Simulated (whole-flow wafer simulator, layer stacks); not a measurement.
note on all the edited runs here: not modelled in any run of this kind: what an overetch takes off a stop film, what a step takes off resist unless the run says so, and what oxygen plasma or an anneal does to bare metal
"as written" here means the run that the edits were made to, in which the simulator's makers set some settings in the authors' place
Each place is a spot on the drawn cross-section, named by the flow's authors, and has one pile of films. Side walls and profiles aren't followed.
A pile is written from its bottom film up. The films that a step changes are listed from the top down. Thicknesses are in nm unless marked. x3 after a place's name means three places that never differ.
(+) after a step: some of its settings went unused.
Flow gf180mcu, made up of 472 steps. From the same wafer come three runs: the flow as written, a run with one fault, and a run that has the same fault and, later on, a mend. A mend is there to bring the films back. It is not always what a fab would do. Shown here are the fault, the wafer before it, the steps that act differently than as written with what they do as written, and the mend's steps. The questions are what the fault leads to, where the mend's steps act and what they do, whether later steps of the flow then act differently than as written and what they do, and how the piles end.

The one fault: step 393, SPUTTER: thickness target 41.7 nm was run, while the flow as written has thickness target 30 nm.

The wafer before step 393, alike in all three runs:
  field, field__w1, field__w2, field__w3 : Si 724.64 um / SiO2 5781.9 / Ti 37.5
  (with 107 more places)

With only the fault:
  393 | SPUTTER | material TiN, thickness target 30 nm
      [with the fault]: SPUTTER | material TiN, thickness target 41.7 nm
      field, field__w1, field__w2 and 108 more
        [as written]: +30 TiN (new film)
        [with the fault]: +41.7 TiN (new film)
  Steps further on in the flow that do not act as written (1 other step is not shown; it differs only slightly, by no more than 2% or 0.5 nm, whichever is larger):
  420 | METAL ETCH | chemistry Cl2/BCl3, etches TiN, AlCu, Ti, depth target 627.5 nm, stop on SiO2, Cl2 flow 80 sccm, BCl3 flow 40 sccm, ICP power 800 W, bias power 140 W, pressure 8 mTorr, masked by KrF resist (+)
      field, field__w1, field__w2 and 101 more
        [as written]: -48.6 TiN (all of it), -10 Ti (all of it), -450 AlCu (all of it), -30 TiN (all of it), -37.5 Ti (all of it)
        [with the fault]: -48.6 TiN (all of it), -10 Ti (all of it), -450 AlCu (all of it), -41.7 TiN (all of it), -37.5 Ti (all of it)
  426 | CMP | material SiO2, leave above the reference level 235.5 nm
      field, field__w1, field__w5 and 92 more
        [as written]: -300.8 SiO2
        [with the fault]: -289.1 SiO2
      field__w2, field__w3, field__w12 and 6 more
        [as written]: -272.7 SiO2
        [with the fault]: -260.4 SiO2
  At field__w4, field__w8, contact, m1, m1__w1, mim, mim_1p0, m1_nw, the piles at the end differ from the flow's by more than 2% or 0.5 nm, whichever is larger.
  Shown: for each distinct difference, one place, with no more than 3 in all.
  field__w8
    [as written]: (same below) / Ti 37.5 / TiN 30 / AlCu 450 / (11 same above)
    [with the fault]: (same below) / Ti 37.5 / TiN 41.7 / AlCu 450 / (11 same above)
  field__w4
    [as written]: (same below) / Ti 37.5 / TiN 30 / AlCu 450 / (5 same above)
    [with the fault]: (same below) / Ti 37.5 / TiN 41.7 / AlCu 450 / (5 same above)
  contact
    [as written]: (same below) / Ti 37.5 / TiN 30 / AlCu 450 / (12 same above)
    [with the fault]: (same below) / Ti 37.5 / TiN 41.7 / AlCu 450 / (12 same above)

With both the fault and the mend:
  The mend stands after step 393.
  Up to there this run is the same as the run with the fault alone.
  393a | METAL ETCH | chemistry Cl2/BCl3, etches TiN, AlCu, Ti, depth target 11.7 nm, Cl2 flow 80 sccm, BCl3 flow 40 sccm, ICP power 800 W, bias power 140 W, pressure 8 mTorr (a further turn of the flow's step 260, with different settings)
      field, field__w1, field__w2 and 108 more
        -11.7 TiN
  Every later step of the flow that is run acts as written at every place that is followed.
  By the end, the piles equal the flow's at every place that both follow.
